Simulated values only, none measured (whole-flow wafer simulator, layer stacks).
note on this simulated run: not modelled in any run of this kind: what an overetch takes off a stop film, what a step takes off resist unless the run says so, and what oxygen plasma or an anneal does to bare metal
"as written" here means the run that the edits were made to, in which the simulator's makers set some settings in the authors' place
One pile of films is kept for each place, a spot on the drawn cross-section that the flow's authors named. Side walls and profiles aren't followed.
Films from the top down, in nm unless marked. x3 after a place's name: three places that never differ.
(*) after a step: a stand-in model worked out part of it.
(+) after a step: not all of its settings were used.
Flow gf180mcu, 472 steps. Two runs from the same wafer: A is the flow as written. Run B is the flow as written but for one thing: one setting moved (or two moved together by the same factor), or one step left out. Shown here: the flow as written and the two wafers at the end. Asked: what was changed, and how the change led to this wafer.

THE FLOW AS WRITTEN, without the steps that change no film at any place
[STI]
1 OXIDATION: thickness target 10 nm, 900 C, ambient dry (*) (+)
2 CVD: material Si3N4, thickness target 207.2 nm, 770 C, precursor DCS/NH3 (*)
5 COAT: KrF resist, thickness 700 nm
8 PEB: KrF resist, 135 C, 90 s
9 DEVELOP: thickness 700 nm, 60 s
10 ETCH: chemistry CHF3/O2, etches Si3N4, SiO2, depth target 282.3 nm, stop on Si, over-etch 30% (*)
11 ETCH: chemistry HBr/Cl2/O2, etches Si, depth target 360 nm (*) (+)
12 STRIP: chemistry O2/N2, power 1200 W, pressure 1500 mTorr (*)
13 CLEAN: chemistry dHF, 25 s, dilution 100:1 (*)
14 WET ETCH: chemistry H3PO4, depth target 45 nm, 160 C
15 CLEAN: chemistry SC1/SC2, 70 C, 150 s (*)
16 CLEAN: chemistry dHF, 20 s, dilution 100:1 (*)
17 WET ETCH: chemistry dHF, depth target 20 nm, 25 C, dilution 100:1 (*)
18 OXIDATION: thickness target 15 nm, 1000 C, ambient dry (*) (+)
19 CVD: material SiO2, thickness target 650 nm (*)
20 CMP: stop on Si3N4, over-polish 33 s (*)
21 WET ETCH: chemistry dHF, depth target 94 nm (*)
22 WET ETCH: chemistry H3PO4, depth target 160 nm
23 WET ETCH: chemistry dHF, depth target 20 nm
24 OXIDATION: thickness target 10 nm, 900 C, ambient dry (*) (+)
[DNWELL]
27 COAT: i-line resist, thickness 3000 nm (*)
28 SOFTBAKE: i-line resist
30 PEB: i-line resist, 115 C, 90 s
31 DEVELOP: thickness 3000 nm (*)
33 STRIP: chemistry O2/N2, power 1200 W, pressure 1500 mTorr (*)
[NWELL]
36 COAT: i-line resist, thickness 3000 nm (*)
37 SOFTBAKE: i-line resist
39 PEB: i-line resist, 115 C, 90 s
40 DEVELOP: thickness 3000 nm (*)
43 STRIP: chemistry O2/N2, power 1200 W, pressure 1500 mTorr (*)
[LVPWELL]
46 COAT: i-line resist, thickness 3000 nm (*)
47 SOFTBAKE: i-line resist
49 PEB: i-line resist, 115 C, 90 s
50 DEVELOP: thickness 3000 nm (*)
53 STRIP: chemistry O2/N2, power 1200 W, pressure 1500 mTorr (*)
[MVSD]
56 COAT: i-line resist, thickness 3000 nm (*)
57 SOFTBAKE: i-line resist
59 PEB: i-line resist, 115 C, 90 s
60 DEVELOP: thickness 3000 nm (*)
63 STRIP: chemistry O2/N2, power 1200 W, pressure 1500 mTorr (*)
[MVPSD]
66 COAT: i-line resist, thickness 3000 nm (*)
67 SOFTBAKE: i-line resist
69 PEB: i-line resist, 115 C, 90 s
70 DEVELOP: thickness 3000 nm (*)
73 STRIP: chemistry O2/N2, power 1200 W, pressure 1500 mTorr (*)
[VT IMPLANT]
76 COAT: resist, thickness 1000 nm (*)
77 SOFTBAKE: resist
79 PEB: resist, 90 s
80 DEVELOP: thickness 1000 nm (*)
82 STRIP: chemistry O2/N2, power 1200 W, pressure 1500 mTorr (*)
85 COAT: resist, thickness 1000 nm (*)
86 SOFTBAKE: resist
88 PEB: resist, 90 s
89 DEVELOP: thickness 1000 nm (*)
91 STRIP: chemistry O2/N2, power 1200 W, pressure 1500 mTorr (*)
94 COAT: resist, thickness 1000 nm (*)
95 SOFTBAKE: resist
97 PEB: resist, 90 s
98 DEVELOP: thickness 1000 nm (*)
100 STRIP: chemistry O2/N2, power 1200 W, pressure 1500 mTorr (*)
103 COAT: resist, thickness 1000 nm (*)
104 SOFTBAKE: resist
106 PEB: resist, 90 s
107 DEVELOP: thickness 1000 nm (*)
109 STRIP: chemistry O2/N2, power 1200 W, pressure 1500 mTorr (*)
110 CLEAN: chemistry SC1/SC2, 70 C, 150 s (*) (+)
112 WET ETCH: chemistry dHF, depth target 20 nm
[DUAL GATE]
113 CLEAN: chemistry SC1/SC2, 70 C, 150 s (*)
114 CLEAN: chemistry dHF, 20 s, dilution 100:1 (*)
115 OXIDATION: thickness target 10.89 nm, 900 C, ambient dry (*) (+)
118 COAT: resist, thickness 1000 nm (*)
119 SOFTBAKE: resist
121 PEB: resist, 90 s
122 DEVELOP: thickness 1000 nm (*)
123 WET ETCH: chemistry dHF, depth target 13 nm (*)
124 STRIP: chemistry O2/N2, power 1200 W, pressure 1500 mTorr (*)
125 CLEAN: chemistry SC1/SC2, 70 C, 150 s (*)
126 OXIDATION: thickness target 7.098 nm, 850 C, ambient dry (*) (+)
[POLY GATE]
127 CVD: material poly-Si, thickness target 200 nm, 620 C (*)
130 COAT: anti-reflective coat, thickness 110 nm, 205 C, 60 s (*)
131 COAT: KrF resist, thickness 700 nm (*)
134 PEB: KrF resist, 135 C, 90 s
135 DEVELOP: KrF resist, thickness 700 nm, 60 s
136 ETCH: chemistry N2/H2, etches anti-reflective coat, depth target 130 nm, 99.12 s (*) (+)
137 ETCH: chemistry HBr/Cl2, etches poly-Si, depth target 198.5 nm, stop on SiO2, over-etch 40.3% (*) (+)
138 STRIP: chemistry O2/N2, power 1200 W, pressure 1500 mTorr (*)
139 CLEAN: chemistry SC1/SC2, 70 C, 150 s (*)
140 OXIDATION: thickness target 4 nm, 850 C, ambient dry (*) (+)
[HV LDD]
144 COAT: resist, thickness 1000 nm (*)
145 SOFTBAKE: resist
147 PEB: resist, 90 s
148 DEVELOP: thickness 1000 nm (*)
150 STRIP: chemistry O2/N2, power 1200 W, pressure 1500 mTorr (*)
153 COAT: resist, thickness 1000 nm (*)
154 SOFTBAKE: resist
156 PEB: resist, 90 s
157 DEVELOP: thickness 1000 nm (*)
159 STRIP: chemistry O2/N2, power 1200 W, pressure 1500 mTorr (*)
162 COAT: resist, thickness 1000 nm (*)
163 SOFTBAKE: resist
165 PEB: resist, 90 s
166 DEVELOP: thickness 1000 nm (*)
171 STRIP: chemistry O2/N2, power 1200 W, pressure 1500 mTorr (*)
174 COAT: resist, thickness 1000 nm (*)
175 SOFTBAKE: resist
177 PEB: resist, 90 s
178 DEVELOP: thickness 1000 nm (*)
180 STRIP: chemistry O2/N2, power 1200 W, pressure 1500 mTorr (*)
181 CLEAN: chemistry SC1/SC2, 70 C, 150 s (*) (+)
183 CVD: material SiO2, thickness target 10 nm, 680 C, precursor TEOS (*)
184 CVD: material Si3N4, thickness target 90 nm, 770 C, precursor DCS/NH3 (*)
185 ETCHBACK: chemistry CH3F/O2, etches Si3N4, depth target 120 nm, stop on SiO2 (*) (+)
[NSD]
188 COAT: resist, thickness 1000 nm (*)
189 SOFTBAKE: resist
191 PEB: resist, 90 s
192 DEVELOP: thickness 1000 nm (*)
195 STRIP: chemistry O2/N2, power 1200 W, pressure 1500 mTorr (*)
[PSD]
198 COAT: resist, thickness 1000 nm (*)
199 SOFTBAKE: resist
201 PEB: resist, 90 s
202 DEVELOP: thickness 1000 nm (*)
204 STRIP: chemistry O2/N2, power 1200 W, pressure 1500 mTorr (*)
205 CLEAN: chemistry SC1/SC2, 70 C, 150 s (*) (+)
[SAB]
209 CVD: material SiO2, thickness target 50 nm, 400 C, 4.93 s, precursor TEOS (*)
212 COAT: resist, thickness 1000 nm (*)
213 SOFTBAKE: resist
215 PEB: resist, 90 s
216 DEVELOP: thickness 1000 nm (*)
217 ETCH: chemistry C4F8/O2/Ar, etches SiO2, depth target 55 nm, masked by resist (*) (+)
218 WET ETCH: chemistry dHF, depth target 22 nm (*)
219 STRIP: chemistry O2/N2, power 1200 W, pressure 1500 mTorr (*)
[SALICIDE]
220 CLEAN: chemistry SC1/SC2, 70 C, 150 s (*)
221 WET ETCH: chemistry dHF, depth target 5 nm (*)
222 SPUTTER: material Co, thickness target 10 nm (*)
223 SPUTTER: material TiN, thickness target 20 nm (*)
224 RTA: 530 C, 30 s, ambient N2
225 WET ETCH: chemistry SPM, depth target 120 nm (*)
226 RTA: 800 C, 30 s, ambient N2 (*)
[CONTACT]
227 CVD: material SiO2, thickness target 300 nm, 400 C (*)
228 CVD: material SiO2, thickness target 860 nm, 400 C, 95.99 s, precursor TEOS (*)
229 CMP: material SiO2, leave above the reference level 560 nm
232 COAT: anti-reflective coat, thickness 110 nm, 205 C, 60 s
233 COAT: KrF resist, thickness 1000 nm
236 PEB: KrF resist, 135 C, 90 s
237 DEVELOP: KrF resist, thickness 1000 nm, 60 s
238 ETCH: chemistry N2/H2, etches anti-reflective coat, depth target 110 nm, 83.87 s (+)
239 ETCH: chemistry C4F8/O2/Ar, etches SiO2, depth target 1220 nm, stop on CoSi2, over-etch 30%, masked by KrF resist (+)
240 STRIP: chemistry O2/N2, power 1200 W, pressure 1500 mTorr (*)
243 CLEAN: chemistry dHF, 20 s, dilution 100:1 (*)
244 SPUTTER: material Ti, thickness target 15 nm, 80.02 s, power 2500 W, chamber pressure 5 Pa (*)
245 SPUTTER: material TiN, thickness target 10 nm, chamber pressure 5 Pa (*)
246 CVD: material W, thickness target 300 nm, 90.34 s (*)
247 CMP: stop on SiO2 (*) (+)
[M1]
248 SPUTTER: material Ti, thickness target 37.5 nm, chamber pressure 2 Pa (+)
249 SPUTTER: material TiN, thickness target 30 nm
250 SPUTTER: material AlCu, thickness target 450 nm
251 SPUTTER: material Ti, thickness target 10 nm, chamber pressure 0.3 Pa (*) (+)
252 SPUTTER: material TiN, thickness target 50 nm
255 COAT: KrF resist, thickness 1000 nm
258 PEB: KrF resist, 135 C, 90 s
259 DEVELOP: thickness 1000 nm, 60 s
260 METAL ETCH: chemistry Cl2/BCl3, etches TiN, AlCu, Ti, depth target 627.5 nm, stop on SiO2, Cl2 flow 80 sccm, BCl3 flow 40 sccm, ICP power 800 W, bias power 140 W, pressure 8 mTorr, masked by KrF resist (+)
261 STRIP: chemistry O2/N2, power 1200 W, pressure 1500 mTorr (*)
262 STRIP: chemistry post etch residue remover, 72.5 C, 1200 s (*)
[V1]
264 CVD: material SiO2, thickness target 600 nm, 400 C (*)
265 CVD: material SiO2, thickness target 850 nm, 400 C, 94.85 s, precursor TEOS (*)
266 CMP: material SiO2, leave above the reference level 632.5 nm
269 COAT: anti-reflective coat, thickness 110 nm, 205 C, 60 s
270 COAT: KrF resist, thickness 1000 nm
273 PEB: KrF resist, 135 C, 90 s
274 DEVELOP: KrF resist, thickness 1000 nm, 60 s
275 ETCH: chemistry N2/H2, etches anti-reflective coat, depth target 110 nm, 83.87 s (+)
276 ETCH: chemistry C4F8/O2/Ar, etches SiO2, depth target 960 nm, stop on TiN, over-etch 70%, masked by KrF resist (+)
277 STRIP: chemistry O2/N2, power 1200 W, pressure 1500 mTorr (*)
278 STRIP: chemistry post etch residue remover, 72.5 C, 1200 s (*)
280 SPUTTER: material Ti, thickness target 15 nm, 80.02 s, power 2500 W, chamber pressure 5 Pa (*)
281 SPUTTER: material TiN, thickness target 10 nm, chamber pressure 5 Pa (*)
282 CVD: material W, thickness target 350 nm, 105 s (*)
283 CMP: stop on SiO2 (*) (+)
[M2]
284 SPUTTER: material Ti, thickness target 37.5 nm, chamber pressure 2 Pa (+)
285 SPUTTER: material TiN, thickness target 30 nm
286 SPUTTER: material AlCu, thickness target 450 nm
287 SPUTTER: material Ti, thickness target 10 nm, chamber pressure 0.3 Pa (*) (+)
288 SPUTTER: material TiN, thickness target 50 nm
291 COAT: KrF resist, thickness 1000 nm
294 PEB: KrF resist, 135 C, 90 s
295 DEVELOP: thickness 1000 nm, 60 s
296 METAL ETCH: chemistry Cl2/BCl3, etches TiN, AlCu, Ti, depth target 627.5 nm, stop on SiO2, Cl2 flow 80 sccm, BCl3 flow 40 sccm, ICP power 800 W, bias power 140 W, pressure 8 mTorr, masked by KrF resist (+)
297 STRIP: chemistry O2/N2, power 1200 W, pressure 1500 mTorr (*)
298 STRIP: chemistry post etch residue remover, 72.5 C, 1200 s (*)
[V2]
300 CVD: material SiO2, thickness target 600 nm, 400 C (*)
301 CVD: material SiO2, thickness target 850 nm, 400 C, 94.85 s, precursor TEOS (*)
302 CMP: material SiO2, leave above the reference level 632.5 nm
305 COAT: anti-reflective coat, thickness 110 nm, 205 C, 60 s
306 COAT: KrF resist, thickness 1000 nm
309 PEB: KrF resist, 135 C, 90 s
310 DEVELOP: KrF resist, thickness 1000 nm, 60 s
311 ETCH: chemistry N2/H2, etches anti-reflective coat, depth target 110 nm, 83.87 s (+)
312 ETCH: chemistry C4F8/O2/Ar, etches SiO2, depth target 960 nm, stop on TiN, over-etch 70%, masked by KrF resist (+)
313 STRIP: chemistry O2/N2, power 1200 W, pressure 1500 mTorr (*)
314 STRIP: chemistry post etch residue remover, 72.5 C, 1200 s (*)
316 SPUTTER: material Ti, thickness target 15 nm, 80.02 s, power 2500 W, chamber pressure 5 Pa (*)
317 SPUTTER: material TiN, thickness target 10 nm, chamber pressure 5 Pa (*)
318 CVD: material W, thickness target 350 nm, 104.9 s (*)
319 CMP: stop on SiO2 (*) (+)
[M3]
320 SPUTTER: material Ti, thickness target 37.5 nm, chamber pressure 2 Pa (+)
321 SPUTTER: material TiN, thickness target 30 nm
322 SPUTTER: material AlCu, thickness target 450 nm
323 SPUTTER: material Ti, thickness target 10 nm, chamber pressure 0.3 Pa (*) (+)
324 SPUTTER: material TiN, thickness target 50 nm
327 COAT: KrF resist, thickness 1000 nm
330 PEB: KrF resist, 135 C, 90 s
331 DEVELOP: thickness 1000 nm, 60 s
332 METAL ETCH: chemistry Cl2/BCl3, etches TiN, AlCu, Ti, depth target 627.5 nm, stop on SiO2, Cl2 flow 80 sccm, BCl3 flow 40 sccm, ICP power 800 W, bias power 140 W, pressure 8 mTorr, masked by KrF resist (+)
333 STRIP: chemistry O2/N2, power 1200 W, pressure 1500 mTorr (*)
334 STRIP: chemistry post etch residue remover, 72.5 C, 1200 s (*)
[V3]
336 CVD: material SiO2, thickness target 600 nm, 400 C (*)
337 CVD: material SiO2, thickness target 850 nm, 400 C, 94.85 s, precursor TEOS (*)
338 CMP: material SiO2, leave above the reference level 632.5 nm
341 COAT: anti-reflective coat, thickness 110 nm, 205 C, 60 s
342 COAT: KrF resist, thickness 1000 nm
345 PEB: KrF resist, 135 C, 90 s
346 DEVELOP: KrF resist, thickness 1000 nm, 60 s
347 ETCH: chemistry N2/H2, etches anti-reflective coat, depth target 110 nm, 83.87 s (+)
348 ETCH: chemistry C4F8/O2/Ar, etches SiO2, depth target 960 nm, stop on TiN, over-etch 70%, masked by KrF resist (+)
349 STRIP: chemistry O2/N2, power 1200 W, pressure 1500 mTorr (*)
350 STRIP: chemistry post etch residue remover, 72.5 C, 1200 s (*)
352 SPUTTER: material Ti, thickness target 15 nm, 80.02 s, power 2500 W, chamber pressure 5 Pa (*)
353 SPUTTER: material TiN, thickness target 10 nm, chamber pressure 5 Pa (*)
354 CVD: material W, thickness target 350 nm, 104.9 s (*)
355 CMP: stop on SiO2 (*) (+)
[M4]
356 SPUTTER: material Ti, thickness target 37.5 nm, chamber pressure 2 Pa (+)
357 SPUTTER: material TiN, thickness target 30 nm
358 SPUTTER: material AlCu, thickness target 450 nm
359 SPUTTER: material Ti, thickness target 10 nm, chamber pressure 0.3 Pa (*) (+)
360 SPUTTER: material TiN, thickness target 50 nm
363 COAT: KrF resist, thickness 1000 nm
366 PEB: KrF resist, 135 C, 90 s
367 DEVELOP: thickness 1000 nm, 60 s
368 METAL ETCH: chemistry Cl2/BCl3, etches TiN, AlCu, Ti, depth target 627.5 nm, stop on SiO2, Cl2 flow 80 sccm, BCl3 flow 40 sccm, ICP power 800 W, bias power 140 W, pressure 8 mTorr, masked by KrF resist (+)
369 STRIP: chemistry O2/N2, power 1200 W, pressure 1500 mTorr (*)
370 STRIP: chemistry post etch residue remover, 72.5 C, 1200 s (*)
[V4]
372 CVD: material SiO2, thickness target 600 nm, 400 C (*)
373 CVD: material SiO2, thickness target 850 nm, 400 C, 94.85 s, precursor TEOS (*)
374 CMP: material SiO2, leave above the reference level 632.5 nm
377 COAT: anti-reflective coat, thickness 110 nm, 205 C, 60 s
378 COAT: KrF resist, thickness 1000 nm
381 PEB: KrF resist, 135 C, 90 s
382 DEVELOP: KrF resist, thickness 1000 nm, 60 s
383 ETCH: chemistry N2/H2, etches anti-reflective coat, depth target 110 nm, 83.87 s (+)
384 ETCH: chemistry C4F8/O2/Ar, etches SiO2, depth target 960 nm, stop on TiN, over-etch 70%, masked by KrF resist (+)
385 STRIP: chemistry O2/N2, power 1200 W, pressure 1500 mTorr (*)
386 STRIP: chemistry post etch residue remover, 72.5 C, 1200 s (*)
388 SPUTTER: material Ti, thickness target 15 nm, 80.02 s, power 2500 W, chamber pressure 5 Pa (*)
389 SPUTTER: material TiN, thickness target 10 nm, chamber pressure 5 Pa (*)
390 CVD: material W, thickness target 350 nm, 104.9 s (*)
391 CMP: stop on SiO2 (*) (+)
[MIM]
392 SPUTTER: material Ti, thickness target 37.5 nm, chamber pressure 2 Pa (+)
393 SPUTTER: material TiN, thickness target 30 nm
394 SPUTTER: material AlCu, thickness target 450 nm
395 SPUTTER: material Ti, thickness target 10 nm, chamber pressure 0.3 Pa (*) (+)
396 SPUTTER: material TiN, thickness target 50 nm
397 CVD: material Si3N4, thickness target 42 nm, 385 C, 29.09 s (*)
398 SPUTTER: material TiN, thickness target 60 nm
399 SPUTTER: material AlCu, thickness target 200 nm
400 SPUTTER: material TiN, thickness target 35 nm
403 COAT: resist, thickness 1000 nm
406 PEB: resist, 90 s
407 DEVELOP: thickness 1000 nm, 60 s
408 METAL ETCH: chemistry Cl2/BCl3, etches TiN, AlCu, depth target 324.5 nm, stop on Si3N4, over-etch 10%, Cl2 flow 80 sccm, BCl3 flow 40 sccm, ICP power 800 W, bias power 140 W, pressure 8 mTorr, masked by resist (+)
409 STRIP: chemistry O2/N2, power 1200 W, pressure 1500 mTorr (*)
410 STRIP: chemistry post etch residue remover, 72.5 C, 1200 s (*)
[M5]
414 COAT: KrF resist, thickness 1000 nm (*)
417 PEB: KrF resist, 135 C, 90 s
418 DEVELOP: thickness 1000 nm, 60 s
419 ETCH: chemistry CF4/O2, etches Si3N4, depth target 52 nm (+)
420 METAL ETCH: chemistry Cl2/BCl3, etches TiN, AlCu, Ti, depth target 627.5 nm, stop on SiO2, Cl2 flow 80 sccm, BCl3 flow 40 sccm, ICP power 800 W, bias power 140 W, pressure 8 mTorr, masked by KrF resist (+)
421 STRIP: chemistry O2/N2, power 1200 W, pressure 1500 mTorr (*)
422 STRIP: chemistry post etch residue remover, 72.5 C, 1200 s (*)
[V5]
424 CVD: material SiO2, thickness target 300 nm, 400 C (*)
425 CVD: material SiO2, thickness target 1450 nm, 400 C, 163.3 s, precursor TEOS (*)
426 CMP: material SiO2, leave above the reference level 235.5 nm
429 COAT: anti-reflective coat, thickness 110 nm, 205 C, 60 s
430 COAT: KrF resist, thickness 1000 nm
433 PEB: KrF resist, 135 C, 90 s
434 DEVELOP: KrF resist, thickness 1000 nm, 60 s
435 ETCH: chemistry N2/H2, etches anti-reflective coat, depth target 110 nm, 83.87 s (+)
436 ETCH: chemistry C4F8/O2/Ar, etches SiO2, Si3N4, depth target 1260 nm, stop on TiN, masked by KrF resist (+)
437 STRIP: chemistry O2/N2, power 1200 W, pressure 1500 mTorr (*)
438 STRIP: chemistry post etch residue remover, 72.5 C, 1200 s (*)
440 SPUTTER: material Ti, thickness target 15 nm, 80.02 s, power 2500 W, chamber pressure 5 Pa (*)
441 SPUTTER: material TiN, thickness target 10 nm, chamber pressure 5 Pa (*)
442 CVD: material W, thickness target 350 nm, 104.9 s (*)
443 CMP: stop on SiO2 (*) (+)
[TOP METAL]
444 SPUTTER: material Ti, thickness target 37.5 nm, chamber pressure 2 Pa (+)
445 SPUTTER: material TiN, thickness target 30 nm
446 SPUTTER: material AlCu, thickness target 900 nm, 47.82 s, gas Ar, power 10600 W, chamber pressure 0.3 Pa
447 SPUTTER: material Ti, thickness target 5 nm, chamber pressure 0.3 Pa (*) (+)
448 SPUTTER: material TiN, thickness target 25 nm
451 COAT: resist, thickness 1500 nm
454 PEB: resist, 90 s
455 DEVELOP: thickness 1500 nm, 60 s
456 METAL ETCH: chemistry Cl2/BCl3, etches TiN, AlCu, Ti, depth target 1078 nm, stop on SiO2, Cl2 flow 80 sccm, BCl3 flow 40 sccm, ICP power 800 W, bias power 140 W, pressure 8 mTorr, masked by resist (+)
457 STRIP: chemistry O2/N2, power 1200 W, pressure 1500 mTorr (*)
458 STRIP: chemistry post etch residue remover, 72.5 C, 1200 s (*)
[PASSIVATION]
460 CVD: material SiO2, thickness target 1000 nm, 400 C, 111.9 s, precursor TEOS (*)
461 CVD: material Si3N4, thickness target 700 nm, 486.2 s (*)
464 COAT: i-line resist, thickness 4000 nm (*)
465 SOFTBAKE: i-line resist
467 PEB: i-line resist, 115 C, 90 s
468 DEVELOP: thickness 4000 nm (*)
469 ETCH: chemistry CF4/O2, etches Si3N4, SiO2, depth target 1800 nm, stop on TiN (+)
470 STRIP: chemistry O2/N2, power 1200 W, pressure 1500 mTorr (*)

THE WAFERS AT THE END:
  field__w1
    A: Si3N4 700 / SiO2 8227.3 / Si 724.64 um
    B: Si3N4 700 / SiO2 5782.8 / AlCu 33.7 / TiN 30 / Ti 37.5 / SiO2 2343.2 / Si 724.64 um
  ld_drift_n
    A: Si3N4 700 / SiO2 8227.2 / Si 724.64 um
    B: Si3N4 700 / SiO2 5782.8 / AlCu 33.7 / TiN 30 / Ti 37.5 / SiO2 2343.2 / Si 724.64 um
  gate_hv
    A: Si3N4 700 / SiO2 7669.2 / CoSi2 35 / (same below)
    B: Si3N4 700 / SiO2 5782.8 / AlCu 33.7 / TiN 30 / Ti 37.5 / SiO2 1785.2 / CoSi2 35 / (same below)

The cause: step 296, METAL ETCH: depth target 470.6 nm was run, where the flow has depth target 627.5 nm.

How the change led to this, step by step:
  296 METAL ETCH: chemistry Cl2/BCl3, etches TiN, AlCu, Ti, depth target 627.5 nm, stop on SiO2, Cl2 flow 80 sccm, BCl3 flow 40 sccm, ICP power 800 W, bias power 140 W, pressure 8 mTorr, masked by KrF resist (+)
      field, field__w1, field__w2 and 103 more: A TiN -50 (all of it), Ti -10 (all of it), AlCu -450 (all of it), TiN -30 (all of it), Ti -37.5 (all of it) | B TiN -50 (all of it), Ti -10 (all of it), AlCu -410.6
      field__w8, contact, m1, m1__w1, m1_nw: A KrF resist -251 | B KrF resist -188.2
  297 STRIP: chemistry O2/N2, power 1200 W, pressure 1500 mTorr (*)
      field__w8, contact, m1, m1__w1, m1_nw: A KrF resist -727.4 (all of it) | B KrF resist -790.1 (all of it)
  298 STRIP: chemistry post etch residue remover, 72.5 C, 1200 s (*)
      field, field__w1, field__w2 and 103 more: A nothing | B AlCu -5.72
  300 CVD: material SiO2, thickness target 600 nm, 400 C (*)
      field, field__w1, field__w2 and 103 more: A SiO2 +600 | B SiO2 +600 (new film)
  302 CMP: material SiO2, leave above the reference level 632.5 nm
      field, field__w1, field__w2 and 103 more: A SiO2 -300 | B SiO2 -401.2
Counting metal films that touch as one body, field__w1 has 1 body; the flow as written gives 0 bodies.
Counting metal films that touch as one body, ld_drift_n has 1 body; the flow as written gives 0 bodies.
Counting metal films that touch as one body, gate_hv has 2 bodies (between them, from the top down: SiO2 1785.2); the flow as written gives 1 body.
